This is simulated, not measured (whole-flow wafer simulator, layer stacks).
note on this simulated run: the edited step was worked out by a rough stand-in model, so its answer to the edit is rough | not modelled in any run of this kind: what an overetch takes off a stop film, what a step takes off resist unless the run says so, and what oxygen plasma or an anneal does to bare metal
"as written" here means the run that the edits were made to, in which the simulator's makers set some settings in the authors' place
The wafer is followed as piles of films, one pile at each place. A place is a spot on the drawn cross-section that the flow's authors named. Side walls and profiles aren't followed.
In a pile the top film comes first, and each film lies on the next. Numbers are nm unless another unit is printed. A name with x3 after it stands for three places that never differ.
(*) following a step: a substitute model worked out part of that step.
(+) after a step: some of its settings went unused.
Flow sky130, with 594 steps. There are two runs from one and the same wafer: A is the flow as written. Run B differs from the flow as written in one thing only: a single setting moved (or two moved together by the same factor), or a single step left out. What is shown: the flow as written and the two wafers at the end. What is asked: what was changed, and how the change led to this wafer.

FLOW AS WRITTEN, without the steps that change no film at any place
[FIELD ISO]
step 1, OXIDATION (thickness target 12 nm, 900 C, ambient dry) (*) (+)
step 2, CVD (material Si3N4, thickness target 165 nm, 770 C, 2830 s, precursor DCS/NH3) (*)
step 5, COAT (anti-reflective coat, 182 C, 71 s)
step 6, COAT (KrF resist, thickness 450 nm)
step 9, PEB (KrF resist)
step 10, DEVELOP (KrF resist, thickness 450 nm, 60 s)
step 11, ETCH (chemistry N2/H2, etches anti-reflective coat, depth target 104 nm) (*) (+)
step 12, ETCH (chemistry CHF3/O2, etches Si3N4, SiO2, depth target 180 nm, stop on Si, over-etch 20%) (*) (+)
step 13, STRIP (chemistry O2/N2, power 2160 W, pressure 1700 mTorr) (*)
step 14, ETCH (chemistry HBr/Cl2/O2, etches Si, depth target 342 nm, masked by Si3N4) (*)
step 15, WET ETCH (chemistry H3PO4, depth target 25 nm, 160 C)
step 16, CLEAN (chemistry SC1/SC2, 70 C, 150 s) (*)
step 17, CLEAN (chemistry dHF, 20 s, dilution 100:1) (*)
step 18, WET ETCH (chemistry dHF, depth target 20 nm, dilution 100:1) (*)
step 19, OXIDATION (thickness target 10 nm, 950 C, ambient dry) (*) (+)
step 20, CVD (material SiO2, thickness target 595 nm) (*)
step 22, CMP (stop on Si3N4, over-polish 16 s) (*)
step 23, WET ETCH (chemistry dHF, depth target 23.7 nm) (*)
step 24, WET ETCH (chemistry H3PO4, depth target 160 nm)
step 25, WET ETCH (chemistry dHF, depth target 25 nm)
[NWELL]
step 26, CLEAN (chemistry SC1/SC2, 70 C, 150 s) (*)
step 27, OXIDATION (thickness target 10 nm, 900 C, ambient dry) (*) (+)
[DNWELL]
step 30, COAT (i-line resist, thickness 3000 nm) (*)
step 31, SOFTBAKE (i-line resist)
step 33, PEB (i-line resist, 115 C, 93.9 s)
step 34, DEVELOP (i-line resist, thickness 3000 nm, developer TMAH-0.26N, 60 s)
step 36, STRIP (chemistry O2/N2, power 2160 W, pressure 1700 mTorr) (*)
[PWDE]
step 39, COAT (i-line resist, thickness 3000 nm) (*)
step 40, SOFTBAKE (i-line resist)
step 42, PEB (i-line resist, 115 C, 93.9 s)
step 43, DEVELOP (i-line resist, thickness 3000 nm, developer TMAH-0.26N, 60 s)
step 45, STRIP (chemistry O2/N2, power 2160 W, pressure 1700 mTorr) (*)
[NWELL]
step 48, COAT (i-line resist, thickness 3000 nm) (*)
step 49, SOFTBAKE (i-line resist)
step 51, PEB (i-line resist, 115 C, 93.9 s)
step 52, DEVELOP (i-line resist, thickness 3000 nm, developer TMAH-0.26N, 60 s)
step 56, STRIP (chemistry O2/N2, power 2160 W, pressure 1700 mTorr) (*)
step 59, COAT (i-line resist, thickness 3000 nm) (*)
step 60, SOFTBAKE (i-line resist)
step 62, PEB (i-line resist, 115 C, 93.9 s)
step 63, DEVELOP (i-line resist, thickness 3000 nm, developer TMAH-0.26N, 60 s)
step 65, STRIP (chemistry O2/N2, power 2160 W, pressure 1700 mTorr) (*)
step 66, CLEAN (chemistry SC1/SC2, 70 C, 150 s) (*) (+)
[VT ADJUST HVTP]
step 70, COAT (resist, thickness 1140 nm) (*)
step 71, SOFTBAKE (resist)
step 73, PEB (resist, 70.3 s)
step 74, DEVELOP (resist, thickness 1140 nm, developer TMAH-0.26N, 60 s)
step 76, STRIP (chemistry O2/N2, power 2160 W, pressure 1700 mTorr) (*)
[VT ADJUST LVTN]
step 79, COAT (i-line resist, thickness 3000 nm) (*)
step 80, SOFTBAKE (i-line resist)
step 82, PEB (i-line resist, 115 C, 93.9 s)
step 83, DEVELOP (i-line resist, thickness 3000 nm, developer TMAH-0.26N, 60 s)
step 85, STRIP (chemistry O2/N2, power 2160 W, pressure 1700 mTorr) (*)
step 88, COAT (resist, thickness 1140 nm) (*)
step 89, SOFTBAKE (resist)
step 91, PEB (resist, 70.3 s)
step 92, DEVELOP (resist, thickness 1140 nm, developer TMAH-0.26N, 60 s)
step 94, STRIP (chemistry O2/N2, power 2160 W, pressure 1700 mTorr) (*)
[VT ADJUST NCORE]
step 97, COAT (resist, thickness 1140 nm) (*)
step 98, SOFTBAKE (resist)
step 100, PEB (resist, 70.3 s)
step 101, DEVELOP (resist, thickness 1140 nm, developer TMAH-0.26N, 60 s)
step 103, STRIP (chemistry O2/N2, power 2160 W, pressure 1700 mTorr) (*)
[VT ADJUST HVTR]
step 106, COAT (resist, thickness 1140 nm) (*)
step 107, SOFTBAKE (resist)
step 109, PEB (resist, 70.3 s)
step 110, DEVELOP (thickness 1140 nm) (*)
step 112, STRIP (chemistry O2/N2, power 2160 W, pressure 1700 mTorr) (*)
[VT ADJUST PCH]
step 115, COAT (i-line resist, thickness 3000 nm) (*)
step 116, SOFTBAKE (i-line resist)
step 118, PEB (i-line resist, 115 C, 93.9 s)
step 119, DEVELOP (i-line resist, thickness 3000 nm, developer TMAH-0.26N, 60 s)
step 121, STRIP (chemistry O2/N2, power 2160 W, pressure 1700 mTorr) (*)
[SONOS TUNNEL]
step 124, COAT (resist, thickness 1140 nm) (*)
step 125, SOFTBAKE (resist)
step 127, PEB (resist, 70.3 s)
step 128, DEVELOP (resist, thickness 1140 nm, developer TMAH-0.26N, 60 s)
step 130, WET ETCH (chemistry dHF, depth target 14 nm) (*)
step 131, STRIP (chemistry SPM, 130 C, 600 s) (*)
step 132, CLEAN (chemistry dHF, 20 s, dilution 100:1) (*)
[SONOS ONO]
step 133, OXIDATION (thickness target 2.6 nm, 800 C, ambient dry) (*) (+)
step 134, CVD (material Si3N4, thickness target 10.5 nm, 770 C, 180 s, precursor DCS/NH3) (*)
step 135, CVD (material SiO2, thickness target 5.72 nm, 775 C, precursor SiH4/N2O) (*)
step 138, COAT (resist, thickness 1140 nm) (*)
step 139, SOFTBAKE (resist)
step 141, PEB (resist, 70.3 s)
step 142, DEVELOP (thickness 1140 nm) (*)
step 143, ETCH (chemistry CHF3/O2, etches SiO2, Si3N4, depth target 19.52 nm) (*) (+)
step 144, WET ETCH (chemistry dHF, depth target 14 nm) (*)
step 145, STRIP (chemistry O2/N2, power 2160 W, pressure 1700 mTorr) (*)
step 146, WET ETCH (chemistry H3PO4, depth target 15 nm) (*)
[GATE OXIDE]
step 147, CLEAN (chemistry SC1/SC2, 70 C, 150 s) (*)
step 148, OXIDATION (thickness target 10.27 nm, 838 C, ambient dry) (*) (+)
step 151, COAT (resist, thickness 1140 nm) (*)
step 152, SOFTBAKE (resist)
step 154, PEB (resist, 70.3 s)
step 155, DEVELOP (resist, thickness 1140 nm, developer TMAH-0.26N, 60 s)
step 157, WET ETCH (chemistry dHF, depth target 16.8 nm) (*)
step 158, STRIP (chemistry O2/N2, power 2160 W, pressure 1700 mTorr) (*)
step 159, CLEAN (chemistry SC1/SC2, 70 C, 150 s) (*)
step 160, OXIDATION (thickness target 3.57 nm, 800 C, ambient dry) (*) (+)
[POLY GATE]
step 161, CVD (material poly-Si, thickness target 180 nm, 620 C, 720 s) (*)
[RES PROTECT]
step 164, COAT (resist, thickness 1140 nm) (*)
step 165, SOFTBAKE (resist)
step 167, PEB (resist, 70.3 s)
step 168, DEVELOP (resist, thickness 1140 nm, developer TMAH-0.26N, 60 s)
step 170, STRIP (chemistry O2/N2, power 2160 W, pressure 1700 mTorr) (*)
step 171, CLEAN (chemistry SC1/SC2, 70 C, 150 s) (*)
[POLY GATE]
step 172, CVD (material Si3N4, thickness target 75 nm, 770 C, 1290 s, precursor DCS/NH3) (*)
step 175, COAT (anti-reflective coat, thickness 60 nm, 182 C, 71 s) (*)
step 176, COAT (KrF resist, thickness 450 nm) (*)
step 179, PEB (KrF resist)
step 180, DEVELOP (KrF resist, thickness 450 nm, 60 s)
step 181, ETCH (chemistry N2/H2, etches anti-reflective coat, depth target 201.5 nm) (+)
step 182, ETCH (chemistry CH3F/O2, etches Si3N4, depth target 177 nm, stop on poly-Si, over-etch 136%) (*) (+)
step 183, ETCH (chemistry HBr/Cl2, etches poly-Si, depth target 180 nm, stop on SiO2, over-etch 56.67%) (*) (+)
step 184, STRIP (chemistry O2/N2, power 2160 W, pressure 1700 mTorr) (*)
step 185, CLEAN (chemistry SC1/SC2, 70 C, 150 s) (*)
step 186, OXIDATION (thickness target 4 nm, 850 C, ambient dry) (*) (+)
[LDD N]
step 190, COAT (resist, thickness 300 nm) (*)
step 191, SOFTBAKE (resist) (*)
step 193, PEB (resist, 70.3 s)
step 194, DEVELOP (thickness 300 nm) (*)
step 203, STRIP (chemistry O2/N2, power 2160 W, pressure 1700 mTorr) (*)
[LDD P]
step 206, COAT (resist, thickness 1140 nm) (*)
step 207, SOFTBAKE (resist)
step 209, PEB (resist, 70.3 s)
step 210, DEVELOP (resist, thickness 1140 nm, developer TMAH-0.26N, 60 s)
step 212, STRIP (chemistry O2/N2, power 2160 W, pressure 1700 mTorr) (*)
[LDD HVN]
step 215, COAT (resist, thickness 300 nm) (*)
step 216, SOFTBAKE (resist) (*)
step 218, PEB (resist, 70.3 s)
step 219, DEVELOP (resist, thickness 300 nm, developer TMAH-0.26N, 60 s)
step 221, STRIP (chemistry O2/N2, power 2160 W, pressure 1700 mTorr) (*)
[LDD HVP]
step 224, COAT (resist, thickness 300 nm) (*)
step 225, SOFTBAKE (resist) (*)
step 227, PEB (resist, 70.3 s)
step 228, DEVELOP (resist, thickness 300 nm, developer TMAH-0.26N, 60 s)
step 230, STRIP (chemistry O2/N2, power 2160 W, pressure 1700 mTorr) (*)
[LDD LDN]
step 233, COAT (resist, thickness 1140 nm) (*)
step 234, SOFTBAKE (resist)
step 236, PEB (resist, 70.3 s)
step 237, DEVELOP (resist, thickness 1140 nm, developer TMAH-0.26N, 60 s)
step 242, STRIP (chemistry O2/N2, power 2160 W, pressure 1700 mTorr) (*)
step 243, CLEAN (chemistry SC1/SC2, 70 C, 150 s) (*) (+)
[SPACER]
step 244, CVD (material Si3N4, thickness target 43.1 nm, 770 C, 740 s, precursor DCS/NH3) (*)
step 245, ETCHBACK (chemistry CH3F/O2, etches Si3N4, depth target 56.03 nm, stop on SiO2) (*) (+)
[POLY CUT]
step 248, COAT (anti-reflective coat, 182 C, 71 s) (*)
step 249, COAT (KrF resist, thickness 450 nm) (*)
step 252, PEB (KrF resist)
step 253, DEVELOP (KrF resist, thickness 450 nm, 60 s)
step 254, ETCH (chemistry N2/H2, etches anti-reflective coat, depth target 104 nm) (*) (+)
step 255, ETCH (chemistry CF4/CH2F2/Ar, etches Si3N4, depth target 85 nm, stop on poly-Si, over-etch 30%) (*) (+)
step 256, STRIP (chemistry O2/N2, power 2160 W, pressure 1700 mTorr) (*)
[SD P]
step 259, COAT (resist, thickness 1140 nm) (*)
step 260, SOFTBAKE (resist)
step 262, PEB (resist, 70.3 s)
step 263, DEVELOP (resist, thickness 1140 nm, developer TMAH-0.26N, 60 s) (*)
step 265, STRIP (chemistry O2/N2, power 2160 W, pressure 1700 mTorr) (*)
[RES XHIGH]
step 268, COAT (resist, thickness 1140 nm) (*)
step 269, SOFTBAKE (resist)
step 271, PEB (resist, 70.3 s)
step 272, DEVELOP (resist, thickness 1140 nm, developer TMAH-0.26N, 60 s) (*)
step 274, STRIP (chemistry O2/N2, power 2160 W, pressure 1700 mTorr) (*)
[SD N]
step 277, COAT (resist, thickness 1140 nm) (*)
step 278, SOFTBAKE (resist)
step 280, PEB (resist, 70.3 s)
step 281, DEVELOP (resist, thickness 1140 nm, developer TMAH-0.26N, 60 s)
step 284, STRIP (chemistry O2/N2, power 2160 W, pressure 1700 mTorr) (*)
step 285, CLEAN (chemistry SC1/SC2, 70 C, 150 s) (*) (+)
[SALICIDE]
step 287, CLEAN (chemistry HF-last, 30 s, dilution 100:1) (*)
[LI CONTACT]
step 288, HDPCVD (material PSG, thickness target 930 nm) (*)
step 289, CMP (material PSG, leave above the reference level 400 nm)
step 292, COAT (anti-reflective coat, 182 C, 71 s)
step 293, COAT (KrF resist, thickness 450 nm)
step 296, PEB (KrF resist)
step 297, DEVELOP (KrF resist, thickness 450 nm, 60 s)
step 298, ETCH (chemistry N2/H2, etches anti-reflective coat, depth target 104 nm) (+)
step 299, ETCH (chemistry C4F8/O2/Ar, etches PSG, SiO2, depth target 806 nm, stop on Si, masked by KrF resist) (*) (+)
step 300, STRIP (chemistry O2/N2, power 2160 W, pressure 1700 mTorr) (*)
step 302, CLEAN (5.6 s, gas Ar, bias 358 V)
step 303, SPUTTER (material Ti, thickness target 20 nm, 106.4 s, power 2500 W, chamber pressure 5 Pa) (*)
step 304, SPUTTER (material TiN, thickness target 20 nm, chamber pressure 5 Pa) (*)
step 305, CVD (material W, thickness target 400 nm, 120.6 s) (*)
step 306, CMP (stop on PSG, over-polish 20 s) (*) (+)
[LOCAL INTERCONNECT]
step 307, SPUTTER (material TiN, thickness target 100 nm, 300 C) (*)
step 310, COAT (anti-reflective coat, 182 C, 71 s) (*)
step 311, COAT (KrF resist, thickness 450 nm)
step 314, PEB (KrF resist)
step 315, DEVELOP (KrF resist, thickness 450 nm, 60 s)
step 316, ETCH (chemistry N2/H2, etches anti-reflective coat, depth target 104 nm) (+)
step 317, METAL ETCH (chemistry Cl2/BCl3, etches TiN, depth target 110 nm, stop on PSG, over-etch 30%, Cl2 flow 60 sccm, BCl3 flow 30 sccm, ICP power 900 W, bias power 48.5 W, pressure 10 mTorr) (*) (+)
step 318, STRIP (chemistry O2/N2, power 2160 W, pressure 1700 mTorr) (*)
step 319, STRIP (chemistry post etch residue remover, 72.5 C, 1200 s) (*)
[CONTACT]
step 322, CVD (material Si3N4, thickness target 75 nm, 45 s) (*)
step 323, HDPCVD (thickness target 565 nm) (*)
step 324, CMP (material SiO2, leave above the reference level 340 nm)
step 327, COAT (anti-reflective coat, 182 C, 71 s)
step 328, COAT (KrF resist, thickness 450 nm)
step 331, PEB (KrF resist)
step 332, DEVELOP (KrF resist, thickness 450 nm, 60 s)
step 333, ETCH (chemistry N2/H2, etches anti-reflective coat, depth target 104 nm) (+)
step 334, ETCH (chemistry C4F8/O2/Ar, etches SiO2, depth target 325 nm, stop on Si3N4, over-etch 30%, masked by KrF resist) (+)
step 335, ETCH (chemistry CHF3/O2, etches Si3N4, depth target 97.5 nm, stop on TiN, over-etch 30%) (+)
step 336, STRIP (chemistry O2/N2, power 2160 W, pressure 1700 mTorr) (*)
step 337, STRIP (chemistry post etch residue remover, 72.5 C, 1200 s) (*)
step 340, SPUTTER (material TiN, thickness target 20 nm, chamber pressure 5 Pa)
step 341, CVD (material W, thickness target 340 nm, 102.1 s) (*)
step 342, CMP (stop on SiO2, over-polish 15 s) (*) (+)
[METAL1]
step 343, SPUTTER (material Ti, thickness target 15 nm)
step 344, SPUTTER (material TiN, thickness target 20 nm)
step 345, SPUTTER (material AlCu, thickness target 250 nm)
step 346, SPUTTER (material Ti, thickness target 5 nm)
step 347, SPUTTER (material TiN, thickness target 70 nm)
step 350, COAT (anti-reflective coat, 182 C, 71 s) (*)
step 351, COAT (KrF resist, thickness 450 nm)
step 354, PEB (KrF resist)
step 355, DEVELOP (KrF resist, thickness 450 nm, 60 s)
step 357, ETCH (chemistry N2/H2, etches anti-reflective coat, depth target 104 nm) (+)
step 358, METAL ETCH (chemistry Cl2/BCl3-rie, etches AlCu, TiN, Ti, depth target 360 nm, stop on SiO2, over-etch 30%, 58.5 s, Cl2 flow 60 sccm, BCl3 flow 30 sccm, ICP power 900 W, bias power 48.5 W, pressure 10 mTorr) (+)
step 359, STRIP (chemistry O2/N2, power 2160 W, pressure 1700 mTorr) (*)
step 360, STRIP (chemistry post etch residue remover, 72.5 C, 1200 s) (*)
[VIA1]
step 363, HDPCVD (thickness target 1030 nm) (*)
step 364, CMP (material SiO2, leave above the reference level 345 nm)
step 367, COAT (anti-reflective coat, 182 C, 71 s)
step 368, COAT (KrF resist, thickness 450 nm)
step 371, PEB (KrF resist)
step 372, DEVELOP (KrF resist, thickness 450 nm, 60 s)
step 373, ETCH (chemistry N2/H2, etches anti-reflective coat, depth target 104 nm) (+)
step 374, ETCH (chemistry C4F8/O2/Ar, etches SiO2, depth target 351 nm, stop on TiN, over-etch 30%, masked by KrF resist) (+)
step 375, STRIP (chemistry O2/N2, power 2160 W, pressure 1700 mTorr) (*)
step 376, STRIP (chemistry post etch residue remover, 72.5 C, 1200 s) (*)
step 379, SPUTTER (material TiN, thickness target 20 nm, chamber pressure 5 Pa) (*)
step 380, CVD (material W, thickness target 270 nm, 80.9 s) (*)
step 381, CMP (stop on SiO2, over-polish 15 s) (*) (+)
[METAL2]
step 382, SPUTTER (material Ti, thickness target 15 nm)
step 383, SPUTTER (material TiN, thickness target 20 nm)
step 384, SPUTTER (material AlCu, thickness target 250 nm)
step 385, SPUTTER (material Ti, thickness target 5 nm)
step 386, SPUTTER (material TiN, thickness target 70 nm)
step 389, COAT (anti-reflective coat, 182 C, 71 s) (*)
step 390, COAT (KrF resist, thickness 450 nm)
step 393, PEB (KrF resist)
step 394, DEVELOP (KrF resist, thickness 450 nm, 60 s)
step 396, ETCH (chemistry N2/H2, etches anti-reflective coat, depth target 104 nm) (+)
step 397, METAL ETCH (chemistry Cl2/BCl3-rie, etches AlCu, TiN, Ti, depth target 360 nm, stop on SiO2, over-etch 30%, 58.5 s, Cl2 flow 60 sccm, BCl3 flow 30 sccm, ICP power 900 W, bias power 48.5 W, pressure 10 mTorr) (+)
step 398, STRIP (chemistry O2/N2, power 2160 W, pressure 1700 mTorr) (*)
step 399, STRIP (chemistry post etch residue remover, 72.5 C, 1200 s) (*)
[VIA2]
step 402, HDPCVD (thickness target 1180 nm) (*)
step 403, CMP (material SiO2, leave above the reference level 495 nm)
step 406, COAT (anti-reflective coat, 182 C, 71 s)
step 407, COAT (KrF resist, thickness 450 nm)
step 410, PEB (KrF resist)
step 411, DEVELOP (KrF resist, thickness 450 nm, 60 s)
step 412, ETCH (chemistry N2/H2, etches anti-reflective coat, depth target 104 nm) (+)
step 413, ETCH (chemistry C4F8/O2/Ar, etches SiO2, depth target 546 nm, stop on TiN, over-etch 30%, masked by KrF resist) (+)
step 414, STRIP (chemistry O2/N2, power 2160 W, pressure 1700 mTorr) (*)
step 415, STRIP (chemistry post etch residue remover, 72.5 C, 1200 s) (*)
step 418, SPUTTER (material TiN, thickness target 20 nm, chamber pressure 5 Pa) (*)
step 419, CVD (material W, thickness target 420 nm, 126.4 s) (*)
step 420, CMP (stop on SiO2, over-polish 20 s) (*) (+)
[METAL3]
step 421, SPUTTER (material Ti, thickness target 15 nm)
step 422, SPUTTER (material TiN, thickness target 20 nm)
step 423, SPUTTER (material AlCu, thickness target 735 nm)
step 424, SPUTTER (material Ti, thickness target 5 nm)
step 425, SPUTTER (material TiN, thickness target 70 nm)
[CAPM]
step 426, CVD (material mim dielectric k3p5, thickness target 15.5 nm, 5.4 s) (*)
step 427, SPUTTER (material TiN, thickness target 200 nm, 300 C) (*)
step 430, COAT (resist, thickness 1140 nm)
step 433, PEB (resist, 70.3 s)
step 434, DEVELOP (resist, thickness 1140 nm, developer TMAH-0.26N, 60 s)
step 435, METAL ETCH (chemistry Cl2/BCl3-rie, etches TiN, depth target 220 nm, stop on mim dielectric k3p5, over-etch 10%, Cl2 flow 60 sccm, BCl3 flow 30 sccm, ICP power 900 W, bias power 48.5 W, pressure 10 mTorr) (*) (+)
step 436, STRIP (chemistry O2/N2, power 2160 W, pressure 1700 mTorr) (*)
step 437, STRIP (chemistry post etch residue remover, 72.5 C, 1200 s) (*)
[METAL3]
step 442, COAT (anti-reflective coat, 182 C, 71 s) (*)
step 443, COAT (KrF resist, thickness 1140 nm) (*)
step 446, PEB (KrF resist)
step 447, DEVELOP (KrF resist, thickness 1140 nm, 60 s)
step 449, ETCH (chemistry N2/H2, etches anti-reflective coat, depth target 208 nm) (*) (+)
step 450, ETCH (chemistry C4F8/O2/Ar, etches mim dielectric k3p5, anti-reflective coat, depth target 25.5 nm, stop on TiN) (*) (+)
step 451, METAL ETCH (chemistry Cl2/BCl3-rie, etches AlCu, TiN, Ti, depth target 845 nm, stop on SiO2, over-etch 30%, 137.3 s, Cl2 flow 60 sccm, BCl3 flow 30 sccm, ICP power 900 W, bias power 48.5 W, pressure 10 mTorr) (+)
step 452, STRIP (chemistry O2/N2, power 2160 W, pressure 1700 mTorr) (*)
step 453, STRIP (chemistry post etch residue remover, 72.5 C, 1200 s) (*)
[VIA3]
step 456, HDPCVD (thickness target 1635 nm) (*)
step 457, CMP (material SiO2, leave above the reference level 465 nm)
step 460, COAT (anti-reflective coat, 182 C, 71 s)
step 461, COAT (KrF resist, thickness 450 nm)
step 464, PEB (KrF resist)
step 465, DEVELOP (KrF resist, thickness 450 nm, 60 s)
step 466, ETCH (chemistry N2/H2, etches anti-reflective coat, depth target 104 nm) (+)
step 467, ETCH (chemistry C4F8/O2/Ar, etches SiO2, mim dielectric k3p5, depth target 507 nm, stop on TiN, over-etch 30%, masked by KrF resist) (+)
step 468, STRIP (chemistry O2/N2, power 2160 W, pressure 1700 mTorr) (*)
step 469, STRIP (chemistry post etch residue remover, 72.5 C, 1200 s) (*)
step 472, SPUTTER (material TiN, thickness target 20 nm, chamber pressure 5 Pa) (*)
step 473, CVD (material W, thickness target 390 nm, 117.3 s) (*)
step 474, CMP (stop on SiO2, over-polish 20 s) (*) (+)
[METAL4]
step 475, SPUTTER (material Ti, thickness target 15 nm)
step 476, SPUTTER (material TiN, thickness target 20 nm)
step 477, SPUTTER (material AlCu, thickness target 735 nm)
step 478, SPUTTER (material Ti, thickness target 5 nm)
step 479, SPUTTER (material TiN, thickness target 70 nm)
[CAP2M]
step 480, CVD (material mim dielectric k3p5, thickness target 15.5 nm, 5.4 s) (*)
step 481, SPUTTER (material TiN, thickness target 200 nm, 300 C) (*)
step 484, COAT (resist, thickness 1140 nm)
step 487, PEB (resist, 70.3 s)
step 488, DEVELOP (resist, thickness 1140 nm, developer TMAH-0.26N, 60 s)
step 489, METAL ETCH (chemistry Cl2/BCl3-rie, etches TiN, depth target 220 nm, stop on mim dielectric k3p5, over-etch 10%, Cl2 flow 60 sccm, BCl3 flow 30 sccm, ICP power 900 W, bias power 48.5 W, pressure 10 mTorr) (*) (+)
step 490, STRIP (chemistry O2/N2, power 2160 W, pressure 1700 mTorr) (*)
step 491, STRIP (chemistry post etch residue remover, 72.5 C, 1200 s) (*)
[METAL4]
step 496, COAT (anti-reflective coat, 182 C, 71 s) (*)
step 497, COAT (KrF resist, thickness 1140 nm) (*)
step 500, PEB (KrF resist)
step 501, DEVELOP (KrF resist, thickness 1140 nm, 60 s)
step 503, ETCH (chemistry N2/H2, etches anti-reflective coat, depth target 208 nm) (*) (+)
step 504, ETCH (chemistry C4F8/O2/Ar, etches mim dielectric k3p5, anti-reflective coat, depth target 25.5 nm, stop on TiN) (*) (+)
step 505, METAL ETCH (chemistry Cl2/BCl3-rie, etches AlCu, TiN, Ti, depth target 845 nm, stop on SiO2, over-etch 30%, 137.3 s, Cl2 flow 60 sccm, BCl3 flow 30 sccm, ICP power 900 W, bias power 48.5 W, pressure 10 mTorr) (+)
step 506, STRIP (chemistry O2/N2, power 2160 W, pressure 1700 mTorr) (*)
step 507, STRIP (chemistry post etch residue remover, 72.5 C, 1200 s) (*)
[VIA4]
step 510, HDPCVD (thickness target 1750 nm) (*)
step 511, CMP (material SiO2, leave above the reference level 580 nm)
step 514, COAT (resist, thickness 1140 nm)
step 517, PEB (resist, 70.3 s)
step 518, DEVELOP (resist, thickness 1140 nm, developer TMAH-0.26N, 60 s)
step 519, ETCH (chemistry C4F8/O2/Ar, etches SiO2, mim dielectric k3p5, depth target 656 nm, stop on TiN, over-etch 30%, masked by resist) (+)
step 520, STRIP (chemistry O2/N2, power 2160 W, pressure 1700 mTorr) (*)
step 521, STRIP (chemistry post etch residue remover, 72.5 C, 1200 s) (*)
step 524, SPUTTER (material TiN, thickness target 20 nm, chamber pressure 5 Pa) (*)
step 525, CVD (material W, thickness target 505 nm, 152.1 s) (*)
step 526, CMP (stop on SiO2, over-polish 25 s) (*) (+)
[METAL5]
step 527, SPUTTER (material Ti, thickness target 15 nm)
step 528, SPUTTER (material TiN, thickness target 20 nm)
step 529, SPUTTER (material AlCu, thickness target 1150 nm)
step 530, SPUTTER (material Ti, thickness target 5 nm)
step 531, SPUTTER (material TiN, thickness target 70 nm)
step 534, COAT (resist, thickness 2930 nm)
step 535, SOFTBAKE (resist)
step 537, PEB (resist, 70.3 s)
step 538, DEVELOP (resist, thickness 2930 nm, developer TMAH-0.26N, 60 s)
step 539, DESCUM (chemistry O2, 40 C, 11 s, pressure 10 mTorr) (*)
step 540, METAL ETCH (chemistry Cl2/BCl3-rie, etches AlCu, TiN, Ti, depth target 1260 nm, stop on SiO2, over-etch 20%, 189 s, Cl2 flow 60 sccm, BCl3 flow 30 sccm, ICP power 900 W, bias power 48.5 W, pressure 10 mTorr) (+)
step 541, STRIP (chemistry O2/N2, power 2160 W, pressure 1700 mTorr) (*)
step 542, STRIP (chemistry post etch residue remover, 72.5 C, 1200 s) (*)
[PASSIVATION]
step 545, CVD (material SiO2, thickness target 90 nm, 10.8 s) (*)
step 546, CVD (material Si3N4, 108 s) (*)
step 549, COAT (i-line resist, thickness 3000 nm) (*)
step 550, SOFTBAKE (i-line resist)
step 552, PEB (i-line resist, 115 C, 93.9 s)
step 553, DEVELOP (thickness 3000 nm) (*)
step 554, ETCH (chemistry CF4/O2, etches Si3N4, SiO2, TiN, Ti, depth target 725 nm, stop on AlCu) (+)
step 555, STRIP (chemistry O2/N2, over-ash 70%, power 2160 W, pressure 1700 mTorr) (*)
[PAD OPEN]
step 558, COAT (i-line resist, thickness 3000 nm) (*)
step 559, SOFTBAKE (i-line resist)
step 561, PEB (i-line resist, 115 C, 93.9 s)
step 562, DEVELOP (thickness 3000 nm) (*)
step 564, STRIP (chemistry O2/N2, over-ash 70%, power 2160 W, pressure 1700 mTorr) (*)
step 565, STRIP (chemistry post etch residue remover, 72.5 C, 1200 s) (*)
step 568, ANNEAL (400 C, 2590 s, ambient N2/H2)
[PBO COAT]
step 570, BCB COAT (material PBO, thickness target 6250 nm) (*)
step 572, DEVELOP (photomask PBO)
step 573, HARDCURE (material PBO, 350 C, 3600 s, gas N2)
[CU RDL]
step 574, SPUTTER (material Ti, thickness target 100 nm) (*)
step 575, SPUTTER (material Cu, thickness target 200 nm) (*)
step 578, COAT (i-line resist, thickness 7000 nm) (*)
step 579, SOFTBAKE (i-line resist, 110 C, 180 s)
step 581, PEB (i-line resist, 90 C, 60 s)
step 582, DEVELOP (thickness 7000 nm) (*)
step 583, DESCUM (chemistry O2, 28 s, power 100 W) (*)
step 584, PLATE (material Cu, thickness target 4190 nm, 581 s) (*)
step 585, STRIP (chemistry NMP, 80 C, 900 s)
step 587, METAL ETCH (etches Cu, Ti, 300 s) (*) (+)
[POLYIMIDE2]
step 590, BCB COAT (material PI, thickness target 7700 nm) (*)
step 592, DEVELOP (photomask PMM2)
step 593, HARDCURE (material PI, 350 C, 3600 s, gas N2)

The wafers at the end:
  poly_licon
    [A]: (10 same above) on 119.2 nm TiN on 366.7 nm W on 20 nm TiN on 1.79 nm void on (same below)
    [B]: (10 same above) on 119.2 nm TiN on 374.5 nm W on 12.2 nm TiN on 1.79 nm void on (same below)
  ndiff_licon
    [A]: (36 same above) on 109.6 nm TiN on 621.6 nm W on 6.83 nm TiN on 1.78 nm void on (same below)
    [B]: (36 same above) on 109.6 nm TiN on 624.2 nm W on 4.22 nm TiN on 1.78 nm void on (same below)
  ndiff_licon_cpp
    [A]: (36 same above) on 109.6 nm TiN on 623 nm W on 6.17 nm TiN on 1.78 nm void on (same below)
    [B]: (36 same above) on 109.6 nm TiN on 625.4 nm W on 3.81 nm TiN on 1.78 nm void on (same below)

The reason: step 304, SPUTTER: thickness target 12.2 nm was run, while the flow as written has thickness target 20 nm.
The wafer itself shows it: poly_licon has TiN 12.2, and step 304 as written asks for 20 nm.

How this came from the change, step by step:
  step 304, SPUTTER (material TiN, thickness target 20 nm, chamber pressure 5 Pa) (*)
      field, active, n_well and 185 more: A +20 TiN (new film) | B +12.2 TiN (new film)
      ndiff_licon: A +6.83 TiN (new film) | B +4.22 TiN (new film)
      (also at 2 further places)
  step 306, CMP (stop on PSG, over-polish 20 s) (*) (+)
      field, active, n_well and 184 more: A -400 W (all of it), -20 TiN (all of it), -20 Ti (all of it), -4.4 PSG | B -400 W (all of it), -12.2 TiN (all of it), -20 Ti (all of it), -4.4 PSG
      poly_licon: A -33.3 W | B -25.5 W
